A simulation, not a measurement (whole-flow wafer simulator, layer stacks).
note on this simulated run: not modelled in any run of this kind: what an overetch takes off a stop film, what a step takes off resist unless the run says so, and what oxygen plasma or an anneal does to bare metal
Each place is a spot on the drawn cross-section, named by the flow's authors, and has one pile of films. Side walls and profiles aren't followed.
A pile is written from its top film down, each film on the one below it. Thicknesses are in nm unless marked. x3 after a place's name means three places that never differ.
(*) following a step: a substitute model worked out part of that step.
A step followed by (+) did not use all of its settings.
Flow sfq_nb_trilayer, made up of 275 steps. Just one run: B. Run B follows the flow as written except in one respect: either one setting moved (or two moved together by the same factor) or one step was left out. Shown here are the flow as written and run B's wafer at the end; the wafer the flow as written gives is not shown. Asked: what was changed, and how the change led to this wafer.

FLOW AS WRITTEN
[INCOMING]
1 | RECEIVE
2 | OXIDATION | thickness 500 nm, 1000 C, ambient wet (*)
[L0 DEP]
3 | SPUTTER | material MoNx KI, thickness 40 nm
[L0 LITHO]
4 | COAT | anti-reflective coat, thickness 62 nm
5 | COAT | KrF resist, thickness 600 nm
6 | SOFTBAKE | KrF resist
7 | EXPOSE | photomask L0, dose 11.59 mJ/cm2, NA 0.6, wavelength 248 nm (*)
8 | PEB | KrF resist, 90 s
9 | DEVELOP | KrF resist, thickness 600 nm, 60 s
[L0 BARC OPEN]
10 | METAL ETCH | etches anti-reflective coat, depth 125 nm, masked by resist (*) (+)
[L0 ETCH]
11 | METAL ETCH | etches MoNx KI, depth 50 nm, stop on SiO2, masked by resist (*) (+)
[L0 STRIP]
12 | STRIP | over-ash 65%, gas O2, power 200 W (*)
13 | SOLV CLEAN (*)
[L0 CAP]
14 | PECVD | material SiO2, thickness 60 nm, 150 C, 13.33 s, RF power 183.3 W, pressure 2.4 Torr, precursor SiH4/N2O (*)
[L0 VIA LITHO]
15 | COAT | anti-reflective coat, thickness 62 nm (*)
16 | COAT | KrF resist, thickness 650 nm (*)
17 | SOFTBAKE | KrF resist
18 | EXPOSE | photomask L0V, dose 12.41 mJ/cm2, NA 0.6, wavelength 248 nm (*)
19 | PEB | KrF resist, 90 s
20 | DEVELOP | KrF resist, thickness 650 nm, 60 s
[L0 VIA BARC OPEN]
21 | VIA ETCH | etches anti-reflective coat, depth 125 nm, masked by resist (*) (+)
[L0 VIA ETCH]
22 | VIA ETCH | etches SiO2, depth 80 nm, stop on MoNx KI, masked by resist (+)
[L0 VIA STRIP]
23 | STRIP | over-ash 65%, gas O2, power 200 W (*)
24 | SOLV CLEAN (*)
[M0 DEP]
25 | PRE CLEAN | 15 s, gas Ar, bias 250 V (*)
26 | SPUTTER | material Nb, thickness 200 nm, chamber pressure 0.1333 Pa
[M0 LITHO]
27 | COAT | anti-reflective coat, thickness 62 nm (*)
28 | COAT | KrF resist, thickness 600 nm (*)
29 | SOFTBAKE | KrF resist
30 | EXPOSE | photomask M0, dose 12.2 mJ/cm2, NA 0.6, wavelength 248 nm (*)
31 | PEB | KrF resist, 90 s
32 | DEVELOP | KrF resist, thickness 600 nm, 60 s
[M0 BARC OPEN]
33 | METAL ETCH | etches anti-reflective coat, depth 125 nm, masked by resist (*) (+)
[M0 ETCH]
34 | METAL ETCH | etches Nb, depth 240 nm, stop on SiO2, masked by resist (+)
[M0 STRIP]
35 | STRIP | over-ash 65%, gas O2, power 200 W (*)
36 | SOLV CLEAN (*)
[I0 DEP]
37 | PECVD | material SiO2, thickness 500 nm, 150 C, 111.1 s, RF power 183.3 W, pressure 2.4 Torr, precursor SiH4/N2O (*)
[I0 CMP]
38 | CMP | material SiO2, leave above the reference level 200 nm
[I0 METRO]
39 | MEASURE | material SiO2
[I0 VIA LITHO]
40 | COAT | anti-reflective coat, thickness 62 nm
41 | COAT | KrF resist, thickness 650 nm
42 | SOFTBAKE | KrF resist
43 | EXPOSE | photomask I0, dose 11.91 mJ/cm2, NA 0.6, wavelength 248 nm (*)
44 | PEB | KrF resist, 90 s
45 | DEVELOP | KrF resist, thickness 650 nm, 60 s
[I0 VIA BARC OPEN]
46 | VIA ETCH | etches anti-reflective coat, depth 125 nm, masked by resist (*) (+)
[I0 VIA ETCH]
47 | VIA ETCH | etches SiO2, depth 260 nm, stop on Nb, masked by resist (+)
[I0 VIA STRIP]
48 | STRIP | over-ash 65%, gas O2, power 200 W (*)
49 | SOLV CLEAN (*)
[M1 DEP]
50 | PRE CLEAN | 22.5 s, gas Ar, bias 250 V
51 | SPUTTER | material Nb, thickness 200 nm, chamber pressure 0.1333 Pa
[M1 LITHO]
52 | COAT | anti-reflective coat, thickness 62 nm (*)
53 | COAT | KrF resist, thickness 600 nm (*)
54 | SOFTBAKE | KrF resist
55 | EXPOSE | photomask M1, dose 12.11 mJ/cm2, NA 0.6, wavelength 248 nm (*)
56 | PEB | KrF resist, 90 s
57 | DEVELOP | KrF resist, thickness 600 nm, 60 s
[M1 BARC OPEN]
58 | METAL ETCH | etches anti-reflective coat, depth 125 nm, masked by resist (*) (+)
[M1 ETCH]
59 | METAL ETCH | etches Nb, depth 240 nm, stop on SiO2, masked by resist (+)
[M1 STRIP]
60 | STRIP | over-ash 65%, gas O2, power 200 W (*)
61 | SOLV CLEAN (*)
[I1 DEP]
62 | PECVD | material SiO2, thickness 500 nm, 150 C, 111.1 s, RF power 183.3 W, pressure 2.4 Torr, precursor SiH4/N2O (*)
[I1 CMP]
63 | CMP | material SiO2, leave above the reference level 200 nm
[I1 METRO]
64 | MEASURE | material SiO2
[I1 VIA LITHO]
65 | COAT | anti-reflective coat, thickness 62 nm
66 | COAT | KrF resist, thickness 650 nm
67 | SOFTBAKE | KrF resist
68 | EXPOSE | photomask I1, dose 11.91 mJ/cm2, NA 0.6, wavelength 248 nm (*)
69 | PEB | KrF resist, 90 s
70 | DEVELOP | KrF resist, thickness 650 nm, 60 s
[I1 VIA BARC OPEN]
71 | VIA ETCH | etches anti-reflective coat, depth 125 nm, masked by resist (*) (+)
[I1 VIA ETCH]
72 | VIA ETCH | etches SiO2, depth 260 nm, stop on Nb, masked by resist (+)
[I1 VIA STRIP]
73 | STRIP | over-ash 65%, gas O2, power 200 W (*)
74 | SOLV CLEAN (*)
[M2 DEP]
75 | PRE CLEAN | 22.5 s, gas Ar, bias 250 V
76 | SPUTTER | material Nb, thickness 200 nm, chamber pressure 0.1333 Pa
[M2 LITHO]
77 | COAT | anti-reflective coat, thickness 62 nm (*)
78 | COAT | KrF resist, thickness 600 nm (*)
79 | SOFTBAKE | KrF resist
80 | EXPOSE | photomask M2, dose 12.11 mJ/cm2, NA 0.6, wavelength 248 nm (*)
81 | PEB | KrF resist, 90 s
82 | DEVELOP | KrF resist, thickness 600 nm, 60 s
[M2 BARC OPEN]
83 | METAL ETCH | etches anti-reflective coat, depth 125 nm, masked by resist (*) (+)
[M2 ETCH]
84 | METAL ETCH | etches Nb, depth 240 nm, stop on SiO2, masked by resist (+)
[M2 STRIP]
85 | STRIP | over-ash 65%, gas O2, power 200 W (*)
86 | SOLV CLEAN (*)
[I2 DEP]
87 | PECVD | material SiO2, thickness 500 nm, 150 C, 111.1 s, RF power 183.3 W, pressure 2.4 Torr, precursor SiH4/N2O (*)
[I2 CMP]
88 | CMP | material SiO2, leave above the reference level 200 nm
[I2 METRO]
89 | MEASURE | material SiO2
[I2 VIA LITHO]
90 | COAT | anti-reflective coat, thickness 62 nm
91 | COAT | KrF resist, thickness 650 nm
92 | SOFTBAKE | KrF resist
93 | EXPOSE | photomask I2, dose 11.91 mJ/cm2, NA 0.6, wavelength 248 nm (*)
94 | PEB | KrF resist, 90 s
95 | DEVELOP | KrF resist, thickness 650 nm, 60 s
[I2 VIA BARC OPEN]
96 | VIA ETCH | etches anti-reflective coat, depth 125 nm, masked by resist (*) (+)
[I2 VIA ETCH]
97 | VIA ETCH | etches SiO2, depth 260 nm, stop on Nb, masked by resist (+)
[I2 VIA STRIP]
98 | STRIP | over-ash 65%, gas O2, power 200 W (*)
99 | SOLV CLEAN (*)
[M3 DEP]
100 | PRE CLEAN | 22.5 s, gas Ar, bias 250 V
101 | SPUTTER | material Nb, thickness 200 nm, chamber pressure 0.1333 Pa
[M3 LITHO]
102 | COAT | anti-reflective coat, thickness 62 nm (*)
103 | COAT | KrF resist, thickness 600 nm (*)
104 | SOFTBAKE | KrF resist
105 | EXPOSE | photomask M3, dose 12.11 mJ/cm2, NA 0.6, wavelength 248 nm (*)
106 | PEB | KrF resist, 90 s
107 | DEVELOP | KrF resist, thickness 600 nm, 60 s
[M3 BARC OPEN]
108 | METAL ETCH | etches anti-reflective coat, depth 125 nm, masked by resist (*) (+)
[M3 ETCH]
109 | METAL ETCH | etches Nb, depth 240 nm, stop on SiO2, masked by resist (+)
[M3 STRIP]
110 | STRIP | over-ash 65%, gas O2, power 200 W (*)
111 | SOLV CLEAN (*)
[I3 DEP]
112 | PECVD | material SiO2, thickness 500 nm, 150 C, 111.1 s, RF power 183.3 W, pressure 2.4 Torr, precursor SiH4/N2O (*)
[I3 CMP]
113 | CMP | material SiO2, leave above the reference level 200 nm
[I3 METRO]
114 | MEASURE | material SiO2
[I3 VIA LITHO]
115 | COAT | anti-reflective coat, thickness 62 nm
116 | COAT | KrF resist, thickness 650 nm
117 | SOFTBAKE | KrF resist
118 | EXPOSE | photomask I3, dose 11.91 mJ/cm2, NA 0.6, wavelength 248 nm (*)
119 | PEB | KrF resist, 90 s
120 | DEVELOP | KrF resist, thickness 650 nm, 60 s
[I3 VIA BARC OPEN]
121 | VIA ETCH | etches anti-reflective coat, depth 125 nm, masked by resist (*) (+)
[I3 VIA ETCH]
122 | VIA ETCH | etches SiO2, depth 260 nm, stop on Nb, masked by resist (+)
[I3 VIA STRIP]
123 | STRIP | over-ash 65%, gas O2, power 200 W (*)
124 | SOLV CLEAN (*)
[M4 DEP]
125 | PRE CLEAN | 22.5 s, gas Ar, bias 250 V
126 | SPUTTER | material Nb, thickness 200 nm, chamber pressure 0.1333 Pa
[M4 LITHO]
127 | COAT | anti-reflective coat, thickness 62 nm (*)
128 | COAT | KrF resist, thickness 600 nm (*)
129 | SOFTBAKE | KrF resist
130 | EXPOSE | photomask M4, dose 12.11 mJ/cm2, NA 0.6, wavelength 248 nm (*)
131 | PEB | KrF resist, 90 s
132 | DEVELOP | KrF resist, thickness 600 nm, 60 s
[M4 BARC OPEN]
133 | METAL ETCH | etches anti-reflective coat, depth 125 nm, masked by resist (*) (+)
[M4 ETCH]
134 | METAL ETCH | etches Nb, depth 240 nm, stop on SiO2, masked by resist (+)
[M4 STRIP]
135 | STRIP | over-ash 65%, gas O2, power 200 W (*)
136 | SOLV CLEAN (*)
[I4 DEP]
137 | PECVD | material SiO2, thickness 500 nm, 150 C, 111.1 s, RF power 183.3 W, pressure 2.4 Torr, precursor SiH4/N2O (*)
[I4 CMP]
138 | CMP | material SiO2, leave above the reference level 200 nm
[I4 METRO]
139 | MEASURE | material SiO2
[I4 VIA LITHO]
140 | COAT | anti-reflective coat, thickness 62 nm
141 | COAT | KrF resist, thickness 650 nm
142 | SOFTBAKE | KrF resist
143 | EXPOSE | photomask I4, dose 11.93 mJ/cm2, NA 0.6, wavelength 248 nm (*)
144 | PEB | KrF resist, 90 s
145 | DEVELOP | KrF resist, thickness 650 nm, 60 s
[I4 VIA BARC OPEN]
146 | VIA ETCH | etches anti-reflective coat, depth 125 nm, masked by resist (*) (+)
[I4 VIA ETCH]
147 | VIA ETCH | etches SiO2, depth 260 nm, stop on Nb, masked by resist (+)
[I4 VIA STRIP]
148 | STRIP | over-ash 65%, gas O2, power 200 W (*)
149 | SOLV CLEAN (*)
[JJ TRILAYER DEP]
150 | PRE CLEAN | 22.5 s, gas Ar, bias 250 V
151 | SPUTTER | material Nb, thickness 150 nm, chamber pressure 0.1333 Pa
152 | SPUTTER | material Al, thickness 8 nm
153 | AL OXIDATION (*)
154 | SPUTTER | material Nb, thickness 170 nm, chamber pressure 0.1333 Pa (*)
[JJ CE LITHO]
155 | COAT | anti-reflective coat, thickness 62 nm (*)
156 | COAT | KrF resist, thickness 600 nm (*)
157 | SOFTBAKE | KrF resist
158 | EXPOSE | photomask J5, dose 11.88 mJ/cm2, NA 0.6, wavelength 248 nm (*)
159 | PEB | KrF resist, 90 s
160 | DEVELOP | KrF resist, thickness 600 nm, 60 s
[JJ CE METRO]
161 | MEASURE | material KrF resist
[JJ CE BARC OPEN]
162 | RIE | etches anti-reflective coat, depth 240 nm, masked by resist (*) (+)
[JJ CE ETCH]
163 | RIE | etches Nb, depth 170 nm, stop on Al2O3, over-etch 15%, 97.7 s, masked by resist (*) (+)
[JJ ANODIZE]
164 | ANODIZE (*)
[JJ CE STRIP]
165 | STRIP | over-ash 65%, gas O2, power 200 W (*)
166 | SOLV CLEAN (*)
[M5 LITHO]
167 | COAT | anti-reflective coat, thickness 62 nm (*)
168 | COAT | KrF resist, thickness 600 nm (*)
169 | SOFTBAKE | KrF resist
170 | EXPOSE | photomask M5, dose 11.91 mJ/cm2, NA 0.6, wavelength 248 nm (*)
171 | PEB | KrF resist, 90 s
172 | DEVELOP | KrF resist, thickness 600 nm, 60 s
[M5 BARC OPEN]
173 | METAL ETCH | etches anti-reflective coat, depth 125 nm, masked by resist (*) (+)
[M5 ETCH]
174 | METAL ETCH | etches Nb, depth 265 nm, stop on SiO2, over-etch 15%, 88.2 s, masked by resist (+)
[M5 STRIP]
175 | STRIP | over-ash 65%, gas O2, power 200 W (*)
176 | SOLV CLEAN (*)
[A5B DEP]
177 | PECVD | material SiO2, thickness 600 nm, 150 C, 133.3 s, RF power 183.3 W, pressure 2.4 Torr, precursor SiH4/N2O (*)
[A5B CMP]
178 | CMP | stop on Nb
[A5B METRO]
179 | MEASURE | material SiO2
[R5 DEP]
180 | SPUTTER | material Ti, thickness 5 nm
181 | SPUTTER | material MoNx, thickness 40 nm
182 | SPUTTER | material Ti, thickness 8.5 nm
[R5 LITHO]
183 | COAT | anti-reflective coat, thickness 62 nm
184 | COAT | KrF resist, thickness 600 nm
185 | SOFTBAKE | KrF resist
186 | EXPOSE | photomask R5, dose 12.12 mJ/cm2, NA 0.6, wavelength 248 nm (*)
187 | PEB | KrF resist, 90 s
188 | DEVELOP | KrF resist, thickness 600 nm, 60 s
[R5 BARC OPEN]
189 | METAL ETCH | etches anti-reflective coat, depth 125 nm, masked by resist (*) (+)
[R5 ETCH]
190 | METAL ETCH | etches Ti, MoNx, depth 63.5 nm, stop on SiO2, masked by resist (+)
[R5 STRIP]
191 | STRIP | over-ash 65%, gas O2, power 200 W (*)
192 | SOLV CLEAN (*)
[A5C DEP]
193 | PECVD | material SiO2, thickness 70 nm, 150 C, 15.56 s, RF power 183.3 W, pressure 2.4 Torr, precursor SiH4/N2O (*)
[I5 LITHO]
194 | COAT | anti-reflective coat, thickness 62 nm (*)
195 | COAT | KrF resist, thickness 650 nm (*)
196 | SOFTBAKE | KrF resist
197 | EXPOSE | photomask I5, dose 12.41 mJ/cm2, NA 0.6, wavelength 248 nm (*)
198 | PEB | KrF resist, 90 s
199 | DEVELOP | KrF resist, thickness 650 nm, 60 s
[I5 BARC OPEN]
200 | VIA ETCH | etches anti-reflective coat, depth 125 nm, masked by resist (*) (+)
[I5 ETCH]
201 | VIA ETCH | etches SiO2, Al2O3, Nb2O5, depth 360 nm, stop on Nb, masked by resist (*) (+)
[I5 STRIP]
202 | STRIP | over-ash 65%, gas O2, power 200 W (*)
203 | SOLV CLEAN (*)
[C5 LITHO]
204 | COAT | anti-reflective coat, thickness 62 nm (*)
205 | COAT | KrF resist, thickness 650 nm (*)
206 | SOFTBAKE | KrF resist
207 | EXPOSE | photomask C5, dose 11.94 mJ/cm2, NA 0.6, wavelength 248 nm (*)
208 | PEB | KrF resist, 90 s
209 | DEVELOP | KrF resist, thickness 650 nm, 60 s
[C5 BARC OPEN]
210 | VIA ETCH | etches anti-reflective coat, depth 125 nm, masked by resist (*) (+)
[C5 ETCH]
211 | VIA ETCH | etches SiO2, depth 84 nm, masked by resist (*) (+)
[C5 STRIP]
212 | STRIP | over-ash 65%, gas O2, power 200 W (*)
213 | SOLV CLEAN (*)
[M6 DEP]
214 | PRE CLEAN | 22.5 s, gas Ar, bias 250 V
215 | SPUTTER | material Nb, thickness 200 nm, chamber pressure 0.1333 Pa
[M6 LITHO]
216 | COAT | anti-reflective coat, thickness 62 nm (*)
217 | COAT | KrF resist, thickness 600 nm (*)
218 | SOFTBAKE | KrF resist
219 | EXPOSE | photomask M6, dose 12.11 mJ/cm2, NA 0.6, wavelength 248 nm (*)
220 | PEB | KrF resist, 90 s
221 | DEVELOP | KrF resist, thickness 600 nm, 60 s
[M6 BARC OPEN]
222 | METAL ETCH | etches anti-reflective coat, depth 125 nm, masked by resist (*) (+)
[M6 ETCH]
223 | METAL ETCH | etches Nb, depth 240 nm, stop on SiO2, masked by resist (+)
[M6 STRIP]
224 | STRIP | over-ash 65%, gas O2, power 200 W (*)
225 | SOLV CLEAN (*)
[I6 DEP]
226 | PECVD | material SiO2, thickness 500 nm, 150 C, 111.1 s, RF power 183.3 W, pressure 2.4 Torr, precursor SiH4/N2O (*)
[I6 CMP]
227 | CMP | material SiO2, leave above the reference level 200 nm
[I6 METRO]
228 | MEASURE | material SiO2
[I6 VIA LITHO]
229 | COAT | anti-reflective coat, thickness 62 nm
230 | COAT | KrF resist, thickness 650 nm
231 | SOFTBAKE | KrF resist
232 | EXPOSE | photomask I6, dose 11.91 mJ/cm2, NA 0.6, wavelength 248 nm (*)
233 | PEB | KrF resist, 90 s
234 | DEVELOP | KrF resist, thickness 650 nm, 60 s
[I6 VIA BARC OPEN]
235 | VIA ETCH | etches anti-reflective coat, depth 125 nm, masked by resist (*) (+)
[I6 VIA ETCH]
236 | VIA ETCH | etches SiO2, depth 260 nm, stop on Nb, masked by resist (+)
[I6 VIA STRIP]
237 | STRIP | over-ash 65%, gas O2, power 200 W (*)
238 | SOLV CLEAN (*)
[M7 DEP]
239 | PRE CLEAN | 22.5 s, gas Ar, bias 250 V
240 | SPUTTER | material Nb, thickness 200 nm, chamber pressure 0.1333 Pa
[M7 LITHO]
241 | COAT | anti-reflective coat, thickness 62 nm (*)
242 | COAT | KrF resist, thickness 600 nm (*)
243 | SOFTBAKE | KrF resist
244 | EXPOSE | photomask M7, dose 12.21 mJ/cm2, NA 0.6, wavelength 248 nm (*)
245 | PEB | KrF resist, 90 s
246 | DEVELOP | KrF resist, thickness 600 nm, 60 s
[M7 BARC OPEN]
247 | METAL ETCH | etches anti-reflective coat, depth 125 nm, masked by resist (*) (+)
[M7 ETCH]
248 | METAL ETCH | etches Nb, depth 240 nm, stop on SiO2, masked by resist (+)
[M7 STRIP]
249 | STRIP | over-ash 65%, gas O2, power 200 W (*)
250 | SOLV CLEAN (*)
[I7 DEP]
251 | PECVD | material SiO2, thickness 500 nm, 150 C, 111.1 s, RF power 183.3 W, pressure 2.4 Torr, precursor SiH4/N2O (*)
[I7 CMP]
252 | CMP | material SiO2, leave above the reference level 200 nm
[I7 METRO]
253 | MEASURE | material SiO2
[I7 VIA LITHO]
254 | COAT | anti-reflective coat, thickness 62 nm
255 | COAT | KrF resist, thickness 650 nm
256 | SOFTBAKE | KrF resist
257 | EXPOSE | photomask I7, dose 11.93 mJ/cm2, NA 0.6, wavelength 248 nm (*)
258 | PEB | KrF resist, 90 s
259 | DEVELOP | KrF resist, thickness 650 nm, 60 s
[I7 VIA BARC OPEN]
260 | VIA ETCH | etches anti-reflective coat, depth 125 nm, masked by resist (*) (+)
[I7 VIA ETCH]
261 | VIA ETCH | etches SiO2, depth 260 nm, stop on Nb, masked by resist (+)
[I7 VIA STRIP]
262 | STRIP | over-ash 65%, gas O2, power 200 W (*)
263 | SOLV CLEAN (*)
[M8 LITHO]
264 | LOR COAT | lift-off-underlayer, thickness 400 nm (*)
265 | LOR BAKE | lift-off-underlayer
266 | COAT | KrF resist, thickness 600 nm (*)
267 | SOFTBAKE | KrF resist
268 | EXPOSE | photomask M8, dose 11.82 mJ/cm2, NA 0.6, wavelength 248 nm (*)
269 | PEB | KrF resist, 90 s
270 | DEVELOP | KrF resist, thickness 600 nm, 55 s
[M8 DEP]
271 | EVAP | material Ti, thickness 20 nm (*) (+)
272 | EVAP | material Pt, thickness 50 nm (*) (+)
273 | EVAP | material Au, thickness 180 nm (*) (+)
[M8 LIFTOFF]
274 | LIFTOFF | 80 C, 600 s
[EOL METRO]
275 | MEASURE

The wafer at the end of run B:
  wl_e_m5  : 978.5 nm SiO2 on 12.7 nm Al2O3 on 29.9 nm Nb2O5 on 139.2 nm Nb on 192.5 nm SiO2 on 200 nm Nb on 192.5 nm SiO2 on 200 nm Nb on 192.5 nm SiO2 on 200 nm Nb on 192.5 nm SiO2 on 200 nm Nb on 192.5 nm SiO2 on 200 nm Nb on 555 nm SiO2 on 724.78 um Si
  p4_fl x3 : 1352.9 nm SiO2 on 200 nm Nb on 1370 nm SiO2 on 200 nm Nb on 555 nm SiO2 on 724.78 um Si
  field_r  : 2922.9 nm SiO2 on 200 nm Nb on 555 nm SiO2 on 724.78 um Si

Cause: step 215, SPUTTER: thickness 177 nm was run, while the flow as written has thickness 200 nm.

Step by step, how the change led to this:
  215 | SPUTTER | material Nb, thickness 200 nm, chamber pressure 0.1333 Pa
      field_l, v_sur, via_wl and 100 more: +177 Nb (new film) (in the flow as written it would be: +200 Nb (new film))
      be: +130.6 Nb (in the flow as written it would be: +147.3 Nb)
      (and at 2 other places as well)
  223 | METAL ETCH | etches Nb, depth 240 nm, stop on SiO2, masked by resist (+)
      field_l, gap, moat and 76 more: -177 Nb (all of it) (in the flow as written it would be: -200 Nb (all of it))
  226 | PECVD | material SiO2, thickness 500 nm, 150 C, 111.1 s, RF power 183.3 W, pressure 2.4 Torr, precursor SiH4/N2O (*)
      gap, wl_a_sl, m6r_space_l x2: +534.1 SiO2 (in the flow as written it would be: +557.1 SiO2)
  227 | CMP | material SiO2, leave above the reference level 200 nm
      field_l, p4_fl x3, p4_w1 x9 and 49 more: -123 SiO2 (in the flow as written it would be: -100 SiO2)
      moat, field_r, lsp_l, ln_m5, lsp_m: -117.3 SiO2 (in the flow as written it would be: -93.6 SiO2)
      (and at 8 other places as well)
